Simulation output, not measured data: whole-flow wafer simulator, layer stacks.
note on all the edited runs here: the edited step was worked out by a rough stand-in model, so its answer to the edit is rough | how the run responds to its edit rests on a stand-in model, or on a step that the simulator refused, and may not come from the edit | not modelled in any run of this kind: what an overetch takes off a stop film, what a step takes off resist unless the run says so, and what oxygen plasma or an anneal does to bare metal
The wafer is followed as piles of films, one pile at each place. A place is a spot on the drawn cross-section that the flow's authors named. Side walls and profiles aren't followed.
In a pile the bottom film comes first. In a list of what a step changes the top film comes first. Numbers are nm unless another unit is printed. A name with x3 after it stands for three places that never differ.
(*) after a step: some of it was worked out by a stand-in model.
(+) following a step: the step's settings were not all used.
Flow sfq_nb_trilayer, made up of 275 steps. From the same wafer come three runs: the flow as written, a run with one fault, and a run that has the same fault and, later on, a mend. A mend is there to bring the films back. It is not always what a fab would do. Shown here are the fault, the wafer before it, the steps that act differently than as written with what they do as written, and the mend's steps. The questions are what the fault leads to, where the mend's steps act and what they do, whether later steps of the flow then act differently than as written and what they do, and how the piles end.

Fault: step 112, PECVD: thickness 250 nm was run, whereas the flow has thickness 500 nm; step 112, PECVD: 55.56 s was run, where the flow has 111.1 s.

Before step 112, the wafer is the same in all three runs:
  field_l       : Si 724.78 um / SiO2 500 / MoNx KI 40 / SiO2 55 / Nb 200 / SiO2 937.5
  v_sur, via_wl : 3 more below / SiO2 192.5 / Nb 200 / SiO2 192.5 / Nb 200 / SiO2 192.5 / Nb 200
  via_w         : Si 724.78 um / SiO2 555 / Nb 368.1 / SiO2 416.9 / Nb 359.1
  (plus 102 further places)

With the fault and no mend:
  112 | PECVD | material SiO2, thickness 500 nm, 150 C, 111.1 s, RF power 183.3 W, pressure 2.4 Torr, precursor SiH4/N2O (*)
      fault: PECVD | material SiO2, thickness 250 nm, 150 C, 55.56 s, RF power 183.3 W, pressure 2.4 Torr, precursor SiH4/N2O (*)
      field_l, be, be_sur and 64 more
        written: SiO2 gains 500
        fault: SiO2 gains 250
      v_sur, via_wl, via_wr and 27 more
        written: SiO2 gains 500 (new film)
        fault: SiO2 gains 250 (new film)
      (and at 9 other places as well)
  Later steps of the flow acting differently than as written (22 other steps are not shown; they differ only slightly, by no more than 2% or 0.5 nm, whichever is larger):
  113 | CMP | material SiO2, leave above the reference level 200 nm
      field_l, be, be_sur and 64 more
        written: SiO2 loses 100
        fault: nothing
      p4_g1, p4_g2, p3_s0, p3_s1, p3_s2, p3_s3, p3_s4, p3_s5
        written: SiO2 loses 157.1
        fault: nothing
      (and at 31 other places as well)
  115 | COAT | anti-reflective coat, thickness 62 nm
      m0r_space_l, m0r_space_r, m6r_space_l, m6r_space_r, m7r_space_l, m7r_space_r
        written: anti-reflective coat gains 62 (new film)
        fault: anti-reflective coat gains 80 (new film)
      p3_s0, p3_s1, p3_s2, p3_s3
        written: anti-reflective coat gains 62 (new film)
        fault: anti-reflective coat gains 106.1 (new film)
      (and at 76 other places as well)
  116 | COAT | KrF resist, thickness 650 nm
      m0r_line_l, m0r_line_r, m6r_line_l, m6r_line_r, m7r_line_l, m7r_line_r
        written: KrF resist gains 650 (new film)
        fault: KrF resist gains 679.6 (new film)
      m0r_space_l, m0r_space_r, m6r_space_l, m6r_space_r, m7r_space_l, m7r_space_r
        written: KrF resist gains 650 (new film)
        fault: KrF resist gains 669.1 (new film)
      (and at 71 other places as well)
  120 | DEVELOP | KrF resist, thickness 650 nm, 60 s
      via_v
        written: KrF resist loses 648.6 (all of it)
        fault: KrF resist loses 594.3 (all of it)
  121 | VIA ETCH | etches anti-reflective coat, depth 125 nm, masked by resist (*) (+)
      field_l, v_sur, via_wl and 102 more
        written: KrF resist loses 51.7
        fault: KrF resist loses 41.6
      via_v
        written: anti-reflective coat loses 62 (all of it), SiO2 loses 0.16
        fault: anti-reflective coat loses 49.9 (all of it), SiO2 loses 0.12
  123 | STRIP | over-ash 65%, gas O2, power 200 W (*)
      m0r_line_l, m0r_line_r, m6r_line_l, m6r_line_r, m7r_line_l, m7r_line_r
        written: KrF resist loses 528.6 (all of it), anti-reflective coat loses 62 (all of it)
        fault: KrF resist loses 568.3 (all of it), anti-reflective coat loses 62.4 (all of it)
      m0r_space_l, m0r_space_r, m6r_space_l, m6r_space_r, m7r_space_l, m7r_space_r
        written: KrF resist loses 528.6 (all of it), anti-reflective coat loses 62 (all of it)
        fault: KrF resist loses 557.7 (all of it), anti-reflective coat loses 80 (all of it)
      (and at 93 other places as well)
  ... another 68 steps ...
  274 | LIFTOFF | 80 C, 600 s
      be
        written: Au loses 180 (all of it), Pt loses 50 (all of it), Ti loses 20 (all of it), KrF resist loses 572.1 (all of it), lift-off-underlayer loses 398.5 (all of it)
        fault: Au loses 180 (all of it), Pt loses 50 (all of it), Ti loses 20 (all of it), KrF resist loses 599.8 (all of it), lift-off-underlayer loses 639.8 (all of it)
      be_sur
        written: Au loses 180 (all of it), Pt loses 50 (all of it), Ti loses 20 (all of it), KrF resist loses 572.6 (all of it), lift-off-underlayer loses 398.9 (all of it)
        fault: Au loses 180 (all of it), Pt loses 50 (all of it), Ti loses 20 (all of it), KrF resist loses 582.4 (all of it), lift-off-underlayer loses 377.2 (all of it)
  The piles end different from the flow's at via_w, be, be_sur and 46 more by more than 2% or 0.5 nm, whichever is larger.
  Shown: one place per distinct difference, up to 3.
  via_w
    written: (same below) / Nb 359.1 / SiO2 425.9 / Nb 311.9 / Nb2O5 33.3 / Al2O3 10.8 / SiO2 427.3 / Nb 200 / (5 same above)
    fault: (same below) / Nb 359.1 / SiO2 207.3 / Nb 161.3 / SiO2 189.6 / Nb 110.8 / Nb2O5 34.6 / Al2O3 10.1 / SiO2 495.5 / Nb 200 / (5 same above)
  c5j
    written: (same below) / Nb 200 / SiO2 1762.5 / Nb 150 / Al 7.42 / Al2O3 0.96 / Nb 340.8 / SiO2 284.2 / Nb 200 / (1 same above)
    fault: (same below) / Nb 200 / SiO2 1712.5 / Nb 150 / Al 7.42 / Al2O3 0.96 / Nb 170 / SiO2 28.4 / Nb 183.3 / SiO2 293.3 / Nb 200 / (1 same above)
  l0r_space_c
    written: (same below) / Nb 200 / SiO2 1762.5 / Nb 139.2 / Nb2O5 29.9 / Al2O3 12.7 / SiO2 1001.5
    fault: (same below) / Nb 200 / SiO2 1712.5 / Nb 139.2 / Nb2O5 29.9 / Al2O3 12.7 / SiO2 1051.5

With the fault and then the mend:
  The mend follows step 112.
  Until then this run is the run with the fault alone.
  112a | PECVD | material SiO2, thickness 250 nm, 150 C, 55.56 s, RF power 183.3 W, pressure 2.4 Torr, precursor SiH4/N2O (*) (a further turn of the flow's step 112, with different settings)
      field_l, v_sur, via_wl and 102 more
        SiO2 gains 250
      via_w
        SiO2 gains 269
  Later steps of the flow acting differently than as written:
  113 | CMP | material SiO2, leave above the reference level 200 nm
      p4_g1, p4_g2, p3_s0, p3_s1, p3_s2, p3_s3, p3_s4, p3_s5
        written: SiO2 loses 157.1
        mend: SiO2 loses 100
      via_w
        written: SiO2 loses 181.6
        mend: SiO2 loses 50.5
  The piles end the same as the flow's at every place that both follow.
